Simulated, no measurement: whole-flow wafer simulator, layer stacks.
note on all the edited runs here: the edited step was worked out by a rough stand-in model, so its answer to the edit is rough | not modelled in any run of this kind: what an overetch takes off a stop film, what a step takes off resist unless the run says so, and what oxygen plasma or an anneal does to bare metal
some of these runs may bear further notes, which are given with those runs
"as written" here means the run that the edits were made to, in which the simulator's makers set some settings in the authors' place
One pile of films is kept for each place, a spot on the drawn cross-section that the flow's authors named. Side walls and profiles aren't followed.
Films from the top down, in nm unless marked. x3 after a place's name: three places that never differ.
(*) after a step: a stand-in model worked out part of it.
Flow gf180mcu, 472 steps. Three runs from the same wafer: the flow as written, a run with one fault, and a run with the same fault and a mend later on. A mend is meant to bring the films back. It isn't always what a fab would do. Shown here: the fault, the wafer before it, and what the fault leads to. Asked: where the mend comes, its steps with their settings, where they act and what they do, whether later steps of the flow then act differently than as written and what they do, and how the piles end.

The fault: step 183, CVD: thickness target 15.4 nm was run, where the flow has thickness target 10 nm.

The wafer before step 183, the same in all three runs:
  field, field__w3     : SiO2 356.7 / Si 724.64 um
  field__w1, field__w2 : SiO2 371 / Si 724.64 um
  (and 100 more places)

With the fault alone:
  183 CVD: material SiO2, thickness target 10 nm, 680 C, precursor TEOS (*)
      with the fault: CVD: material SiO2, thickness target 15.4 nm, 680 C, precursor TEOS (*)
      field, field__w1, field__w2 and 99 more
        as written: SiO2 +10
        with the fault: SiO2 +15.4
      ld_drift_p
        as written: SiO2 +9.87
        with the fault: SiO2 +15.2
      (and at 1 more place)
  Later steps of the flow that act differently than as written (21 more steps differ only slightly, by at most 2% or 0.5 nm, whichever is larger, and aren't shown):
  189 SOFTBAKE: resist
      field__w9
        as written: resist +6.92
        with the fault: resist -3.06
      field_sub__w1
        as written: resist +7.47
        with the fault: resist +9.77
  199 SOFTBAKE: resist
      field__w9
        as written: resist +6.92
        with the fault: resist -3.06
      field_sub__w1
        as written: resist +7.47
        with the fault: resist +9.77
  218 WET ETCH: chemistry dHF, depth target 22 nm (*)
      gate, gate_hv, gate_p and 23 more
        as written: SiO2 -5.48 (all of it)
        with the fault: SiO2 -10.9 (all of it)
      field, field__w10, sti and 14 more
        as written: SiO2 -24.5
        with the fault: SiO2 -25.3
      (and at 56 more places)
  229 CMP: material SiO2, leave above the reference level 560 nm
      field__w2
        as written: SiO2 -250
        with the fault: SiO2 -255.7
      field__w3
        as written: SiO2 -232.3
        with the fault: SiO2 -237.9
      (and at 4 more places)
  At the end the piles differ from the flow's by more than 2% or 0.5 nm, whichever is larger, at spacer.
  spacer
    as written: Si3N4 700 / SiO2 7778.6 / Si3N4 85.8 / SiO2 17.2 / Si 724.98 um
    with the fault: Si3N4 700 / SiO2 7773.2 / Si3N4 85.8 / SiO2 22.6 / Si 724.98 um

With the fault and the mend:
  The mend comes after step 183.
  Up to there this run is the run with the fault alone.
  183a WET ETCH: chemistry dHF, depth target 5.4 nm, 25 C, dilution 100:1 (the flow's step 17 once more, with other settings)
      field, field__w1, field__w2 and 101 more
        SiO2 -5.4
  No later step of the flow acts differently than as written, at any place that is followed, by more than 2% or 0.5 nm, whichever is larger.
  At the end the piles differ from the flow's only slightly at the places that both follow, by at most 2% or 0.5 nm, whichever is larger.
